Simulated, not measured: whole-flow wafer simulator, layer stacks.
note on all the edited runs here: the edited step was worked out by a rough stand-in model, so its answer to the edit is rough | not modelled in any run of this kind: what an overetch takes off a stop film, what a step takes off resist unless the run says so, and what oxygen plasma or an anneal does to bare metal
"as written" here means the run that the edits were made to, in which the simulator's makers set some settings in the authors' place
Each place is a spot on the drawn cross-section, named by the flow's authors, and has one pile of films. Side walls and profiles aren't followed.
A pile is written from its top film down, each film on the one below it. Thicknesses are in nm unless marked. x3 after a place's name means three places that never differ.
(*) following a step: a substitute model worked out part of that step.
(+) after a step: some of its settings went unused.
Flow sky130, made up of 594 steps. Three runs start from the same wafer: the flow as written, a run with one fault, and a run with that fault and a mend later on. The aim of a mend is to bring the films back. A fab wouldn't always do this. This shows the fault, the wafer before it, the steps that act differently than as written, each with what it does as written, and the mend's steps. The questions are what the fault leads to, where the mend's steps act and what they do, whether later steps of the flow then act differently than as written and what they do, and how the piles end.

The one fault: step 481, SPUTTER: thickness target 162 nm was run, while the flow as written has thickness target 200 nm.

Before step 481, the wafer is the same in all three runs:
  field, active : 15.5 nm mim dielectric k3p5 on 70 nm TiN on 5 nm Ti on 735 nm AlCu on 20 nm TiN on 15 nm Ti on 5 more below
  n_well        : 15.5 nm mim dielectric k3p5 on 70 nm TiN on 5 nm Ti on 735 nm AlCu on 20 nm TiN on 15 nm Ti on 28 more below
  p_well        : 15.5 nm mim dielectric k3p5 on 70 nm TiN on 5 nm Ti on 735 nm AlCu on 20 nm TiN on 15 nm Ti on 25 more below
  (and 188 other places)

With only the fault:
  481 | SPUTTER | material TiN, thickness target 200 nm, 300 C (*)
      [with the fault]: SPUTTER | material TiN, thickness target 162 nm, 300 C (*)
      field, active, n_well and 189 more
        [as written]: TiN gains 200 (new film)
        [with the fault]: TiN gains 162 (new film)
  Later steps of the flow acting differently than as written (not shown: 3 more steps that differ only slightly, by at most 2% or 0.5 nm, whichever is larger):
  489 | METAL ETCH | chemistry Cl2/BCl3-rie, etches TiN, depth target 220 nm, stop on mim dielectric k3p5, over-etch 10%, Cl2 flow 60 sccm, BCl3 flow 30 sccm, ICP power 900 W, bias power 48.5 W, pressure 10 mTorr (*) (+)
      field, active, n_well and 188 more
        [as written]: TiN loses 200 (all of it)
        [with the fault]: TiN loses 162 (all of it)
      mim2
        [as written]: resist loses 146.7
        [with the fault]: resist loses 118.8
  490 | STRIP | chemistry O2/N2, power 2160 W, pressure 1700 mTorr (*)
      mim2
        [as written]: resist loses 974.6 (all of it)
        [with the fault]: resist loses 1002.5 (all of it)
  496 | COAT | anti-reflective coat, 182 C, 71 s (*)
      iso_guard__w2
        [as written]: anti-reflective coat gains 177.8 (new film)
        [with the fault]: anti-reflective coat gains 152.8 (new film)
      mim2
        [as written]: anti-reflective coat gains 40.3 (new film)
        [with the fault]: anti-reflective coat gains 32.4 (new film)
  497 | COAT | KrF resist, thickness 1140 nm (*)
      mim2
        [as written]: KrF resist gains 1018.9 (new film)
        [with the fault]: KrF resist gains 1054.7 (new film)
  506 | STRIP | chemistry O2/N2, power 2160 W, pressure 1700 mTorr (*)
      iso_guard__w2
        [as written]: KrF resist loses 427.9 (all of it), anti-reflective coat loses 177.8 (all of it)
        [with the fault]: KrF resist loses 444.7 (all of it), anti-reflective coat loses 152.8 (all of it)
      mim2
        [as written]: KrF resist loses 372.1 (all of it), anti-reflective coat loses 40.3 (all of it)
        [with the fault]: KrF resist loses 407.8 (all of it), anti-reflective coat loses 32.4 (all of it)
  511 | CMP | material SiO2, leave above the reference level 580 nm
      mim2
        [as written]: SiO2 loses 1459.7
        [with the fault]: SiO2 loses 1421.7
  By the end, the piles at mim2 depart from the flow's by more than 2% or 0.5 nm, whichever is larger.
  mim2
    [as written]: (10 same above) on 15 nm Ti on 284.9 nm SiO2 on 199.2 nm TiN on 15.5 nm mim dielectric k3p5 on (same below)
    [with the fault]: (10 same above) on 15 nm Ti on 322.9 nm SiO2 on 161.2 nm TiN on 15.5 nm mim dielectric k3p5 on (same below)

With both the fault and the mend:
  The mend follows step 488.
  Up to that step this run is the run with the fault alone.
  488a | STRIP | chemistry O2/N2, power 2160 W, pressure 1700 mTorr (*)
      mim2
        resist loses 1121.3 (all of it)
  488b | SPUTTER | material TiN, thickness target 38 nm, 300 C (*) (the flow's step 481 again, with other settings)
      field, active, n_well and 189 more
        TiN gains 38
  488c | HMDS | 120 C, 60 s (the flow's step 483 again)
      alters no film at any place that is followed
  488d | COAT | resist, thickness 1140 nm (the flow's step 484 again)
      field, active, n_well and 187 more
        resist gains 1140 (new film)
      m1, via3_hole
        resist gains 1140.6 (new film)
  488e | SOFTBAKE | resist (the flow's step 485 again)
      alters no film at any place that is followed
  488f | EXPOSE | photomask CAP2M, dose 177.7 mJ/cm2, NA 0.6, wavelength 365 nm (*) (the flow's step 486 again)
      alters no film at any place that is followed
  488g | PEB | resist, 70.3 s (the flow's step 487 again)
      field, active, n_well and 189 more
        resist loses 18.7
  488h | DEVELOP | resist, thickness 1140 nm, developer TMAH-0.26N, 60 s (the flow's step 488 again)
      field, active, n_well and 186 more
        resist loses 1121.3 (all of it)
      m1, via3_hole
        resist loses 1121.9 (all of it)
  Every later step of the flow that is run acts as written at every place that is followed.
  By the end, the piles equal the flow's at every place that both follow.
